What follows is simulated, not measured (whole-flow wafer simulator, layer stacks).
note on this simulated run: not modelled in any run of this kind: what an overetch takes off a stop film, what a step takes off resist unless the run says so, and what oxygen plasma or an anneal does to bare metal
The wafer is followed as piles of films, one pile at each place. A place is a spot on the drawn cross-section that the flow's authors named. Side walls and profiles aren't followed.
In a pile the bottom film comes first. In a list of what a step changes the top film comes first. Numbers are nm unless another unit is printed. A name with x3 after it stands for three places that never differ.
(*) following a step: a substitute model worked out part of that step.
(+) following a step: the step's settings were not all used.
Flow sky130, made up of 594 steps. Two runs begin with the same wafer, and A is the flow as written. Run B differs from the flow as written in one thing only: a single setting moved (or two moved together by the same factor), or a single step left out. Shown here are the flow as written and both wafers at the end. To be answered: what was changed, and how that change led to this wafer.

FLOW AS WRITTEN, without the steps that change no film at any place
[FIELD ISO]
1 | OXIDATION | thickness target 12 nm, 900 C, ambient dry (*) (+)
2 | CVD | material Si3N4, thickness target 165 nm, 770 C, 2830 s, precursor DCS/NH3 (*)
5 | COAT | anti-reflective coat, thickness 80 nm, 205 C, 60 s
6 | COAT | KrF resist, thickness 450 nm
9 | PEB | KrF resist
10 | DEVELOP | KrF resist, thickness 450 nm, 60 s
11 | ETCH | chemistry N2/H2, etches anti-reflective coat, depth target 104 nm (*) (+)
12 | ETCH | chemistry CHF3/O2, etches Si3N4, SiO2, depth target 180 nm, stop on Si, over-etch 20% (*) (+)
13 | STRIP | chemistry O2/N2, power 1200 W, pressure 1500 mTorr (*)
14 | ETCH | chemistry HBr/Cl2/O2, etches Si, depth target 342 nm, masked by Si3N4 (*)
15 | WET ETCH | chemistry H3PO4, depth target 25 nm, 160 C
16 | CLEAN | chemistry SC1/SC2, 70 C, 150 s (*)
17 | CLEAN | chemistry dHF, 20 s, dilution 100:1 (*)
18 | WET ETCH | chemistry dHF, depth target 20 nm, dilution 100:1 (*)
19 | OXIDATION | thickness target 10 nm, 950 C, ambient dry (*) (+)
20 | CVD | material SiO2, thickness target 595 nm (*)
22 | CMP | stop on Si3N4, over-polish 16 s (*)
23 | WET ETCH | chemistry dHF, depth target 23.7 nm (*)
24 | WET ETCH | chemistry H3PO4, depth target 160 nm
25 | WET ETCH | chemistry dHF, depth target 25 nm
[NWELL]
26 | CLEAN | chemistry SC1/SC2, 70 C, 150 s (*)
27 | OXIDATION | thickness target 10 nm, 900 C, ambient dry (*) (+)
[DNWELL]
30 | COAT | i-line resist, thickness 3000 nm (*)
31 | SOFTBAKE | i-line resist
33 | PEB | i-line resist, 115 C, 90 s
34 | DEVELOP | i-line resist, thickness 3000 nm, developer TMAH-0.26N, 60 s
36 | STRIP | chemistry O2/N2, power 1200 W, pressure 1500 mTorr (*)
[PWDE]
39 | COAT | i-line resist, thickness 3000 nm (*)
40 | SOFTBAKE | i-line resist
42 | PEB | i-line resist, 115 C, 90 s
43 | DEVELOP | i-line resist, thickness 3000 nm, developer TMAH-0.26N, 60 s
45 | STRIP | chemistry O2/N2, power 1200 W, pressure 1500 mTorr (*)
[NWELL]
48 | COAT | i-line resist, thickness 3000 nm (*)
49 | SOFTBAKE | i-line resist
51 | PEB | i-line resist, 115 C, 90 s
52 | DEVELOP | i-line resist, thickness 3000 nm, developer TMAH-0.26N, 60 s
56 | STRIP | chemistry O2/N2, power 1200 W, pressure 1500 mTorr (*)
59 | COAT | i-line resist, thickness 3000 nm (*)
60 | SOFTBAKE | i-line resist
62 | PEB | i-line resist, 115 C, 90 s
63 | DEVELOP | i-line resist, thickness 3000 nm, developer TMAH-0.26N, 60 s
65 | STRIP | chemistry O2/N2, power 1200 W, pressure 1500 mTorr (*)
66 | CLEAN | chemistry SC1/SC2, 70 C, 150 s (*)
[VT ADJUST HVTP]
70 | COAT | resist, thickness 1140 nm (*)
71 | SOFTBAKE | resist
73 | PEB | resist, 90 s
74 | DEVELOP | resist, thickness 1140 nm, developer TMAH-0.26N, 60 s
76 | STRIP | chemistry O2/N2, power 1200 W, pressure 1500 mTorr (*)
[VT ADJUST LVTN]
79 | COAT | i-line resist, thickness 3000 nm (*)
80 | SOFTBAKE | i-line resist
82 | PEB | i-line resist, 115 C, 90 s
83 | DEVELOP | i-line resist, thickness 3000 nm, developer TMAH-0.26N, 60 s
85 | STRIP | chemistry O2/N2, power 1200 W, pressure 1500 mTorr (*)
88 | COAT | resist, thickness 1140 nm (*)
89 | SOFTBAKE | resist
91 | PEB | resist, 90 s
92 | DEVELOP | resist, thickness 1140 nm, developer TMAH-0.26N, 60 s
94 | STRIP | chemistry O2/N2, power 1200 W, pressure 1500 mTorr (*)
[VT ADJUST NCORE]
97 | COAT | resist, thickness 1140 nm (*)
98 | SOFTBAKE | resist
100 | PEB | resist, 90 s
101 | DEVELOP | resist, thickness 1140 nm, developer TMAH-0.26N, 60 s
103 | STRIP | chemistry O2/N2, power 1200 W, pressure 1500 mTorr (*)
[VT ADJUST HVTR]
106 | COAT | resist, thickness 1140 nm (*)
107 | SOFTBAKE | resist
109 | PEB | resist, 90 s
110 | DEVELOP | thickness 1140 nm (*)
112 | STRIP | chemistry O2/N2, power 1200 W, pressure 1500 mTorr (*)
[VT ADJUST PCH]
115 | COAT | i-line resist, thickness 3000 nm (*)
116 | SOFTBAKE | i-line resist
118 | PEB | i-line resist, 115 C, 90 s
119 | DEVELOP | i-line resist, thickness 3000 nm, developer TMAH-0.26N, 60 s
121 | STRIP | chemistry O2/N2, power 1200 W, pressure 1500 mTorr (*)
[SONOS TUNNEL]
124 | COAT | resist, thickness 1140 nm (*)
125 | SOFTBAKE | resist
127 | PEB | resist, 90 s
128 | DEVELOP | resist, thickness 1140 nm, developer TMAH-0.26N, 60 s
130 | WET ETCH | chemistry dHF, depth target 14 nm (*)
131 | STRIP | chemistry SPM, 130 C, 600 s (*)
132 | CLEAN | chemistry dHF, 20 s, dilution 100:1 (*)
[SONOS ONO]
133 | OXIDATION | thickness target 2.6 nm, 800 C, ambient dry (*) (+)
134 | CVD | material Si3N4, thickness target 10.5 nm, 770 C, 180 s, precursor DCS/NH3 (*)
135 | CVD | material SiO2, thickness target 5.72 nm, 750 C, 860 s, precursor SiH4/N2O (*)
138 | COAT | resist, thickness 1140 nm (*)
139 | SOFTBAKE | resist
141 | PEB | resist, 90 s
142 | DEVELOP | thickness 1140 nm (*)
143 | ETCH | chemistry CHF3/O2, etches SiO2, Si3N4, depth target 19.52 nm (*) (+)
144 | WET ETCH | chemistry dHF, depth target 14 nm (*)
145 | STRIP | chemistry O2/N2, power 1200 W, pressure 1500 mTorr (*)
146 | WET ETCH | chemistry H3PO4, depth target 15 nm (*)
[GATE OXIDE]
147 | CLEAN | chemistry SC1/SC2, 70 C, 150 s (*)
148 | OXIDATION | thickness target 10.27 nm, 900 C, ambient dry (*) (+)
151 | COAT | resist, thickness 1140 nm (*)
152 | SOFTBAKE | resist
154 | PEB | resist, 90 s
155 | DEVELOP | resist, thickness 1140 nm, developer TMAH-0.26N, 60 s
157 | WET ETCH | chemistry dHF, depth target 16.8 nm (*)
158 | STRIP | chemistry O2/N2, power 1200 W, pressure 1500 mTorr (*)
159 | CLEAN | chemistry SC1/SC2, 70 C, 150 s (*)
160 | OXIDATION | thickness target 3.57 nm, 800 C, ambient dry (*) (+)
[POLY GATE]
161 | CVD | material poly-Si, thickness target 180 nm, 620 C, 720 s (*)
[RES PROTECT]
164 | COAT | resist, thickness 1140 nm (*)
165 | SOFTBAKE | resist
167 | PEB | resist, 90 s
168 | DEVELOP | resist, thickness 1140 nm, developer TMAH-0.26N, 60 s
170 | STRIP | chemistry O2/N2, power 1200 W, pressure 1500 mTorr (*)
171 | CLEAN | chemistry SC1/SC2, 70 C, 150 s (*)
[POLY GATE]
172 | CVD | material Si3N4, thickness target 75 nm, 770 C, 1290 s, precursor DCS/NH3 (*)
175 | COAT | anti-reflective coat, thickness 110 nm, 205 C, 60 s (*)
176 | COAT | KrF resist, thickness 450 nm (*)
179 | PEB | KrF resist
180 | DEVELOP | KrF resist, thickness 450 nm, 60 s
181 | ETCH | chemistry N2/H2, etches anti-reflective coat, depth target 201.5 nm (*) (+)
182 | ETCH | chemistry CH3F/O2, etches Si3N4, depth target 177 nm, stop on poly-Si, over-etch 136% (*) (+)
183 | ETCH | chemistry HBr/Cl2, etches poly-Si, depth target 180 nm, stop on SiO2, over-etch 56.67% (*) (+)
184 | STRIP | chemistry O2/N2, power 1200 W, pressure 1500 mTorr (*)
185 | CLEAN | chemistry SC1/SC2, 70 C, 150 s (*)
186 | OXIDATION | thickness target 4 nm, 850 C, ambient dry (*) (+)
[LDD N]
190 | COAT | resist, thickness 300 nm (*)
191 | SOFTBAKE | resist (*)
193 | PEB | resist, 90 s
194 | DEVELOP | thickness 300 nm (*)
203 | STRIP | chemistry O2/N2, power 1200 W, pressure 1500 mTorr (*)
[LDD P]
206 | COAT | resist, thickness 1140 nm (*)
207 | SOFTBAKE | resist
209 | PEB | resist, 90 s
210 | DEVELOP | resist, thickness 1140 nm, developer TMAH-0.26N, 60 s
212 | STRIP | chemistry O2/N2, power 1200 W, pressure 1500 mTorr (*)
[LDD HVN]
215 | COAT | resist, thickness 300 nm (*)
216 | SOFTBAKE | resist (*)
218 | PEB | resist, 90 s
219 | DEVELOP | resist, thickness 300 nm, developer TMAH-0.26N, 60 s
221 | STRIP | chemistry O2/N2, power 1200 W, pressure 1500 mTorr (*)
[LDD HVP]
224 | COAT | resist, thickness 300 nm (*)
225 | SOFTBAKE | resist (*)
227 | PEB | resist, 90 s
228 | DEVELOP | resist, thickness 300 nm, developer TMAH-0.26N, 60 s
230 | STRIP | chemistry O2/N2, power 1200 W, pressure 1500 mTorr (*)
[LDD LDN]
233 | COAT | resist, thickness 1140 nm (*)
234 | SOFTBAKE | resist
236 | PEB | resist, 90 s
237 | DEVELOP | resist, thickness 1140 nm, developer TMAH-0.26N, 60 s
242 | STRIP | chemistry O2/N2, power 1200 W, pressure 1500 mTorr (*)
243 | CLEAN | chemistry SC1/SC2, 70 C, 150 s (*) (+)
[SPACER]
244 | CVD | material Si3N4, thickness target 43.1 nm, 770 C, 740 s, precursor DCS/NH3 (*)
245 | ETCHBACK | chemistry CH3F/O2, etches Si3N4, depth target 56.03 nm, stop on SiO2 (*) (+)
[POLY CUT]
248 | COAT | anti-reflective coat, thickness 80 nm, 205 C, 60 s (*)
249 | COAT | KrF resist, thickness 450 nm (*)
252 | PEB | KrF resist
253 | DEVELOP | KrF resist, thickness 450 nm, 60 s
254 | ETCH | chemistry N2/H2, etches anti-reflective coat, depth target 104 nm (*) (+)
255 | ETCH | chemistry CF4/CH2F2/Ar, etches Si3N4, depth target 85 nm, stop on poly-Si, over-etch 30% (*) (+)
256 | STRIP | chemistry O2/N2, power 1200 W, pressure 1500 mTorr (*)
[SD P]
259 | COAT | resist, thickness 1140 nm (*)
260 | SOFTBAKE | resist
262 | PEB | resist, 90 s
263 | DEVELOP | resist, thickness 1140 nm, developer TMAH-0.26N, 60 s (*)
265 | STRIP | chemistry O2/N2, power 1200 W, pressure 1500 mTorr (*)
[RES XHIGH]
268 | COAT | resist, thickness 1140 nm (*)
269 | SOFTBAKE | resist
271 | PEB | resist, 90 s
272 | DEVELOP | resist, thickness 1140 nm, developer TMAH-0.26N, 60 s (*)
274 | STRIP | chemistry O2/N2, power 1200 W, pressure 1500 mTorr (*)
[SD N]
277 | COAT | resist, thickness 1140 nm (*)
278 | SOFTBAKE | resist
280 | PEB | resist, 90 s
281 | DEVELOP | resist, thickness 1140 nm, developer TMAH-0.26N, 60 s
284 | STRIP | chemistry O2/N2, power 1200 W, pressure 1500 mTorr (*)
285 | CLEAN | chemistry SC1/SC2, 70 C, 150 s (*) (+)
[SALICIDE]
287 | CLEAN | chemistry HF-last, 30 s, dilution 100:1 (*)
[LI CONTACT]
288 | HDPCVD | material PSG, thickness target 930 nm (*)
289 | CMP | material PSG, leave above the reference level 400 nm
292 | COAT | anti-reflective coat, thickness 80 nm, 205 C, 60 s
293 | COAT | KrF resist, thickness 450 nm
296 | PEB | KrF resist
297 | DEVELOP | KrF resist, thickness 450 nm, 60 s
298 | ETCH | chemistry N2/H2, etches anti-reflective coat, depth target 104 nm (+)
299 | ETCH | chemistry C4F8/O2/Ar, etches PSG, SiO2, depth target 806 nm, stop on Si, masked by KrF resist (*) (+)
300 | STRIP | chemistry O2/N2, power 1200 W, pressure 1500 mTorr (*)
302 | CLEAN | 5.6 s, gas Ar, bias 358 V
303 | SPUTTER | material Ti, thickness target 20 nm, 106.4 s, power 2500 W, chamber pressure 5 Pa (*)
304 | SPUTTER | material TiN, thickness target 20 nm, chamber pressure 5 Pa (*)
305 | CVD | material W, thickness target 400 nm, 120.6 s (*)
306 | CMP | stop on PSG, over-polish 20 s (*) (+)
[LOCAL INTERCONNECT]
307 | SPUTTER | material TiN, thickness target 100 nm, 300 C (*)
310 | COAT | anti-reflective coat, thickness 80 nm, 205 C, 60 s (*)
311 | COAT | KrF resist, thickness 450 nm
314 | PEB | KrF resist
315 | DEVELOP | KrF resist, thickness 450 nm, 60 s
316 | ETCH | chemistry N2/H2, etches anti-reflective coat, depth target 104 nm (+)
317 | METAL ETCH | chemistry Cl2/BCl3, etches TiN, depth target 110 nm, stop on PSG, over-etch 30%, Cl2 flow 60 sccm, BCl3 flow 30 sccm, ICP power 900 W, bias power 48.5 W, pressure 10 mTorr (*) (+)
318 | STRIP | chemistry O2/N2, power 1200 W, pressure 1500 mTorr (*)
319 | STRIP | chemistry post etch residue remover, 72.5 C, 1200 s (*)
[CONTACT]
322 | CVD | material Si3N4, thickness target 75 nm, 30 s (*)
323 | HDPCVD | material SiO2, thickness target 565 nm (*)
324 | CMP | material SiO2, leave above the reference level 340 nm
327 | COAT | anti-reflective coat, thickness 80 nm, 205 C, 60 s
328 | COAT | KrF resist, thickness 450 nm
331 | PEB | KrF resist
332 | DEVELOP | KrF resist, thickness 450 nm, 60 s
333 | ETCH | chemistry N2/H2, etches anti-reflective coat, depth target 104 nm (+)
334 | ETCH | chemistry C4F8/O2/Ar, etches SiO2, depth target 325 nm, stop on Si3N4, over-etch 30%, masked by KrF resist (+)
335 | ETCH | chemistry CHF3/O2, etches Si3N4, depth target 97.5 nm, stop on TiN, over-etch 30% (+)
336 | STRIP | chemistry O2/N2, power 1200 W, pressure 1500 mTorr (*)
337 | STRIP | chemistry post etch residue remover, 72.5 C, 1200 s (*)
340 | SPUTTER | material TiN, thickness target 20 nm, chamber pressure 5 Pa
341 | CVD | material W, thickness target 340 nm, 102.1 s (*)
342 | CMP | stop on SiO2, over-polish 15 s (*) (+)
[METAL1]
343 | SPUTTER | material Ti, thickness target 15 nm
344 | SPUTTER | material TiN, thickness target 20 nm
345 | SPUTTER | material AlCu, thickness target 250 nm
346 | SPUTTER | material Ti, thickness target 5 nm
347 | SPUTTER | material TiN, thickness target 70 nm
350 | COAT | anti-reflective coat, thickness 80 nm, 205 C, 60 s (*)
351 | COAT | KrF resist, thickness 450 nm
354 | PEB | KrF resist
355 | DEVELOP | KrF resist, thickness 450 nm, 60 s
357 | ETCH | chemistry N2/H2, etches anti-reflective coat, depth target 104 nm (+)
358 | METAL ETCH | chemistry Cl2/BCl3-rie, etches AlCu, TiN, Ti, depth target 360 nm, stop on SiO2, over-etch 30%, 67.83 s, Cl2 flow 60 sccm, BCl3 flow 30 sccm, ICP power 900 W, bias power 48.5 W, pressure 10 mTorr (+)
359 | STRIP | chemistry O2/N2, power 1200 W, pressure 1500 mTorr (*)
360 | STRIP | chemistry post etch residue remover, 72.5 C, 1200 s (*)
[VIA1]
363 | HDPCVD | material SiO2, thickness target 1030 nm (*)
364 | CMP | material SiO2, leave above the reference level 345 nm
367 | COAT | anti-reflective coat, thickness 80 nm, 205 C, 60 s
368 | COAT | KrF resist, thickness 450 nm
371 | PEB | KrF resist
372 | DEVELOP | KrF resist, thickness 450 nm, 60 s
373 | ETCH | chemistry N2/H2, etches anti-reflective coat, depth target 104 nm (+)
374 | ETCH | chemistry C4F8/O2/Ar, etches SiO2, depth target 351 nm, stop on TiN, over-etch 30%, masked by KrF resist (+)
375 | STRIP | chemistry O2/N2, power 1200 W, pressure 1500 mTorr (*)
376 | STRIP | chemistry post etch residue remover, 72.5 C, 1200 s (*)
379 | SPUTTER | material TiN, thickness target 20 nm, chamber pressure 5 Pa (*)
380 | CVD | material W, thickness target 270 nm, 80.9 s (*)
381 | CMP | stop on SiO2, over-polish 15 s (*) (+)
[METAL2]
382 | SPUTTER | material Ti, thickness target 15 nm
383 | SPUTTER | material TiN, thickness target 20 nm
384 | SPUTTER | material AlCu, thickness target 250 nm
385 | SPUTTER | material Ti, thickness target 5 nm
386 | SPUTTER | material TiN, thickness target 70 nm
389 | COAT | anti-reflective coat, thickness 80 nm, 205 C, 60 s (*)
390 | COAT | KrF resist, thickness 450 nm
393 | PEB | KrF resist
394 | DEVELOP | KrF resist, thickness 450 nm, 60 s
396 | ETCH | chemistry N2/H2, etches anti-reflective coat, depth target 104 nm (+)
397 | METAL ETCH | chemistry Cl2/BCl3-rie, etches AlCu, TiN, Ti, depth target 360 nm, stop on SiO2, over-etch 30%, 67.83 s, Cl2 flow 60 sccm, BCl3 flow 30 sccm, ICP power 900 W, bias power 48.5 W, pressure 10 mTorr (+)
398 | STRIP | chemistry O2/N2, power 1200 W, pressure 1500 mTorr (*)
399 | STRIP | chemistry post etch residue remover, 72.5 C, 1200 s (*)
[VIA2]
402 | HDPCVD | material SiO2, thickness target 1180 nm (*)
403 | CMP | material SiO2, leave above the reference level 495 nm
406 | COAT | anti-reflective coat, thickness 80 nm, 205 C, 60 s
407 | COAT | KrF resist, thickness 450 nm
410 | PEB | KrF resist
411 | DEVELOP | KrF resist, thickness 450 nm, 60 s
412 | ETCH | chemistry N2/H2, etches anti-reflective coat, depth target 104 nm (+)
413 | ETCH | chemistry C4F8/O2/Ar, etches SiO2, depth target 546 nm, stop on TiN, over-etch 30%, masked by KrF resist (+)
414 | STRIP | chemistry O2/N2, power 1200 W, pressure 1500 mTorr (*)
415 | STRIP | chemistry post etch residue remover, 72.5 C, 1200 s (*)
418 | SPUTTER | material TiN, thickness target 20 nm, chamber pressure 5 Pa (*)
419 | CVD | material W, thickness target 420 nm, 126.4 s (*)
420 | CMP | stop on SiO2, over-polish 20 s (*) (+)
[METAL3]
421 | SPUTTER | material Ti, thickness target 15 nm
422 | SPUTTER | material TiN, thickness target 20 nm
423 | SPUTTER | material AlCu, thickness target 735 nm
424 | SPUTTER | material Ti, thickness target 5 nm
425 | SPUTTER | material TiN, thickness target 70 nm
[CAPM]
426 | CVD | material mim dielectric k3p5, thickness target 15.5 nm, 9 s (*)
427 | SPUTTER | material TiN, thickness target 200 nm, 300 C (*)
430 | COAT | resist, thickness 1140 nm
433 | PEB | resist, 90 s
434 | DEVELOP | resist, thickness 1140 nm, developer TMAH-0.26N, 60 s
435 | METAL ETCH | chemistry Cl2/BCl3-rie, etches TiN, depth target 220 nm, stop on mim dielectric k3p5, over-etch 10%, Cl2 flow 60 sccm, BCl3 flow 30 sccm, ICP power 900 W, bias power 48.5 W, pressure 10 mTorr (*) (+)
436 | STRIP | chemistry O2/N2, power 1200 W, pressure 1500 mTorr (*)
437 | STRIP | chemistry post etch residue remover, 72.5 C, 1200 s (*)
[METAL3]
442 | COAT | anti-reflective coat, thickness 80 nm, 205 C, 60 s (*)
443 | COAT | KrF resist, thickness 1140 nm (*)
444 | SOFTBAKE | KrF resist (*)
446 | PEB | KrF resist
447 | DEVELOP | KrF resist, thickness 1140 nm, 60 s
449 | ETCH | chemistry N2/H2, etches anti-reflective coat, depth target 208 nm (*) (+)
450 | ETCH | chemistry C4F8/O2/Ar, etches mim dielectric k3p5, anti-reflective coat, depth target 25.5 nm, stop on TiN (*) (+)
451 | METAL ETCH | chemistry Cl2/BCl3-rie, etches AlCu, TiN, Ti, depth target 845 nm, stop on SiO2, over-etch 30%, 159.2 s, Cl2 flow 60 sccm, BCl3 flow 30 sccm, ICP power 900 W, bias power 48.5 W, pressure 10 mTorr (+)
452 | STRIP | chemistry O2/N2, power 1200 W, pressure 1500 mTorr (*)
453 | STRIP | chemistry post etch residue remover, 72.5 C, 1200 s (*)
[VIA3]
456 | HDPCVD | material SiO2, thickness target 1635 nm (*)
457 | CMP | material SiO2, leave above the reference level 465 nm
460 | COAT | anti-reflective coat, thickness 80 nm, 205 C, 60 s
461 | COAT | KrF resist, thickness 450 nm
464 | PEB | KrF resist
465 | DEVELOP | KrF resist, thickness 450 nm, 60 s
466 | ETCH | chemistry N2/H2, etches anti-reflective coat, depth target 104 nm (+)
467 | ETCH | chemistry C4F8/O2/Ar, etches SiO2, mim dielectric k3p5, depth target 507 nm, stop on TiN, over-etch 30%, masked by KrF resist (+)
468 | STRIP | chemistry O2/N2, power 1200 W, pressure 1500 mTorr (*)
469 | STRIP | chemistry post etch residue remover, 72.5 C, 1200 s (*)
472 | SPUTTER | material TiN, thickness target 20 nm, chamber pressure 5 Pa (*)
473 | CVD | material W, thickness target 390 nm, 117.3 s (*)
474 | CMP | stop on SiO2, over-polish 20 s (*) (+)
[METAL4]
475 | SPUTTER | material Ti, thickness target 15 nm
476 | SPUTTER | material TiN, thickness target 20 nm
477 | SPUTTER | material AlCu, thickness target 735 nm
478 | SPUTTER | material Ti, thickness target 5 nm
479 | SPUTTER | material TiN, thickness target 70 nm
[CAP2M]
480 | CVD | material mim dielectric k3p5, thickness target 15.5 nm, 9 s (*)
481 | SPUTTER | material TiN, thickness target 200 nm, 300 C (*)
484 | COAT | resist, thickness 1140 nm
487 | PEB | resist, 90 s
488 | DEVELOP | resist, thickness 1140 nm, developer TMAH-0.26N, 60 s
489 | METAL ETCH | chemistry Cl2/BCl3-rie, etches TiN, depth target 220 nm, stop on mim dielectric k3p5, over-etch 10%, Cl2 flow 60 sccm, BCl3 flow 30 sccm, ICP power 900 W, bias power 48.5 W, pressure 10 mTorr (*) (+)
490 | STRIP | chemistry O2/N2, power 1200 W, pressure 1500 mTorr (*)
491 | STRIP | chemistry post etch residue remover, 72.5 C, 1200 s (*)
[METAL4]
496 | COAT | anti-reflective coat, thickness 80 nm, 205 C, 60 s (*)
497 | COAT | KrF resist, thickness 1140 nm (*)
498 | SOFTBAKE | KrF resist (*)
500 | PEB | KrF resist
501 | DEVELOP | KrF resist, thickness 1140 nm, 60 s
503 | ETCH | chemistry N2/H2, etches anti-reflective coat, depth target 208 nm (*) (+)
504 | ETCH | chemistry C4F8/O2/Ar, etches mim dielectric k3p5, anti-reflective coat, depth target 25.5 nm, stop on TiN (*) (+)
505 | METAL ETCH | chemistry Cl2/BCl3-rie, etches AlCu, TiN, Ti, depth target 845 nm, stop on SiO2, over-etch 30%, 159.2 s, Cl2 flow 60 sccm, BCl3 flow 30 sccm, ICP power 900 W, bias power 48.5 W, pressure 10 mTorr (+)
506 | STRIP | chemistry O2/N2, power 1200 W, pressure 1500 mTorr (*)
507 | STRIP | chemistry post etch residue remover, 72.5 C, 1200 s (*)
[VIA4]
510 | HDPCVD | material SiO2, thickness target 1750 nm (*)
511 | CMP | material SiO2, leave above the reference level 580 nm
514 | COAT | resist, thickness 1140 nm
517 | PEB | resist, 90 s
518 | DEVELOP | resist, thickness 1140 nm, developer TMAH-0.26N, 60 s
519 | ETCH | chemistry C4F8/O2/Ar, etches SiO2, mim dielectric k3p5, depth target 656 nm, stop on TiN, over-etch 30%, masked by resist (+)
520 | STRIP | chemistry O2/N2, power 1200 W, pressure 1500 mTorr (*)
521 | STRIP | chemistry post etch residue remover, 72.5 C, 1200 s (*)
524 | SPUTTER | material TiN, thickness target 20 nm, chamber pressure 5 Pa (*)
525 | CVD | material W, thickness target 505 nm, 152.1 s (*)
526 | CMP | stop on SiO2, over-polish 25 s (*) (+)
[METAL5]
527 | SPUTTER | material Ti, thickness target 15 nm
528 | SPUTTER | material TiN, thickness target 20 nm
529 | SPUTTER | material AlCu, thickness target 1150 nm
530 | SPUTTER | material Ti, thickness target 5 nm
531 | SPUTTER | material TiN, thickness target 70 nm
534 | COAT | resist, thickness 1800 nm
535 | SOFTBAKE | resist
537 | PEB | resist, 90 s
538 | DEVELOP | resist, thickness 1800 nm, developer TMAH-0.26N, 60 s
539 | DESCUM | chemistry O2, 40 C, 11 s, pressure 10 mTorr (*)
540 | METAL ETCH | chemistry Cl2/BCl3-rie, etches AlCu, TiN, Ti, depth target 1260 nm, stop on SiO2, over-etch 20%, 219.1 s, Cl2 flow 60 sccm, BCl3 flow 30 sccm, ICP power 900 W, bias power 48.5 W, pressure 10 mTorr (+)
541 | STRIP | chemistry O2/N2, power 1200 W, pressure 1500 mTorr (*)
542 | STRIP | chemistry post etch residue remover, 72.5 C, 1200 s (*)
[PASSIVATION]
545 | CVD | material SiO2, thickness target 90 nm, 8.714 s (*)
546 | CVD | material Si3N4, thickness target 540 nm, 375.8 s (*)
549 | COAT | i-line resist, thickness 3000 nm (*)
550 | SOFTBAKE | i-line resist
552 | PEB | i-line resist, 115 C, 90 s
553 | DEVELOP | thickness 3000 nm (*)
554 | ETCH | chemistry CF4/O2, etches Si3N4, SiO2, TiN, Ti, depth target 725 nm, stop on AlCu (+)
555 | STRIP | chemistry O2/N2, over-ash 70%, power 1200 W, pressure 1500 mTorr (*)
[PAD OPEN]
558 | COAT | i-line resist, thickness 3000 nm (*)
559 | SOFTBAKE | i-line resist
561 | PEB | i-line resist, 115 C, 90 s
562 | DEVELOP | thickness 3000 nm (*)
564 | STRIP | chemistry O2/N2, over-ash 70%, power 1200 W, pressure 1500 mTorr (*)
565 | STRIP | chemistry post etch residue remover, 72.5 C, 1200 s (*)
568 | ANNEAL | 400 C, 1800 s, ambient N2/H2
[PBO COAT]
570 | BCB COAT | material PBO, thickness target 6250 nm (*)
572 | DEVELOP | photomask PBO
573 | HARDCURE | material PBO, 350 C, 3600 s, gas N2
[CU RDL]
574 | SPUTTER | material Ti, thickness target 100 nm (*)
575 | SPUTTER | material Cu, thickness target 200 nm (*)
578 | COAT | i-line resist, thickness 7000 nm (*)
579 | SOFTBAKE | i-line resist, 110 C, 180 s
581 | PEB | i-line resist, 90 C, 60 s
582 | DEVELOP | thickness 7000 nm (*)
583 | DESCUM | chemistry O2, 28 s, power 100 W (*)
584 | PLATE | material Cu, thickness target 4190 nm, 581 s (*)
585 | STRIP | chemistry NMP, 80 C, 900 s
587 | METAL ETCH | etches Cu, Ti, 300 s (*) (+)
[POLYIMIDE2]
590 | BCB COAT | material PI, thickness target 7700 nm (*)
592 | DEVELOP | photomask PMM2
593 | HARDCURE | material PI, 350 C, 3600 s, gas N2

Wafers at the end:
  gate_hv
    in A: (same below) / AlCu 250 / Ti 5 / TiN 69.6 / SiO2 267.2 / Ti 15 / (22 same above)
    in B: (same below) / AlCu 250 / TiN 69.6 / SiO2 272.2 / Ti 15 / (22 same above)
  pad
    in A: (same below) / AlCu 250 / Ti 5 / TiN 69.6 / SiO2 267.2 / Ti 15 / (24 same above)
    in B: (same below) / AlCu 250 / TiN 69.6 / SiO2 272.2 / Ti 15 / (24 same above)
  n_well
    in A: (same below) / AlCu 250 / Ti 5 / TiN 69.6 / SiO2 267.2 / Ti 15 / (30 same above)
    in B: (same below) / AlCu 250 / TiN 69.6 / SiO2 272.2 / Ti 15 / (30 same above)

Cause: step 346, SPUTTER: material Ti, thickness target 5 nm, was not run.

Step by step, how the change led to this:
  358 | METAL ETCH | chemistry Cl2/BCl3-rie, etches AlCu, TiN, Ti, depth target 360 nm, stop on SiO2, over-etch 30%, 67.83 s, Cl2 flow 60 sccm, BCl3 flow 30 sccm, ICP power 900 W, bias power 48.5 W, pressure 10 mTorr (+)
      field, active, gate and 81 more: A -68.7 TiN (all of it), -5 Ti (all of it), -250 AlCu (all of it), -20 TiN (all of it), -15 Ti (all of it), -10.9 SiO2 | B -68.7 TiN (all of it), -250 AlCu (all of it), -20 TiN (all of it), -15 Ti (all of it), -11.4 SiO2
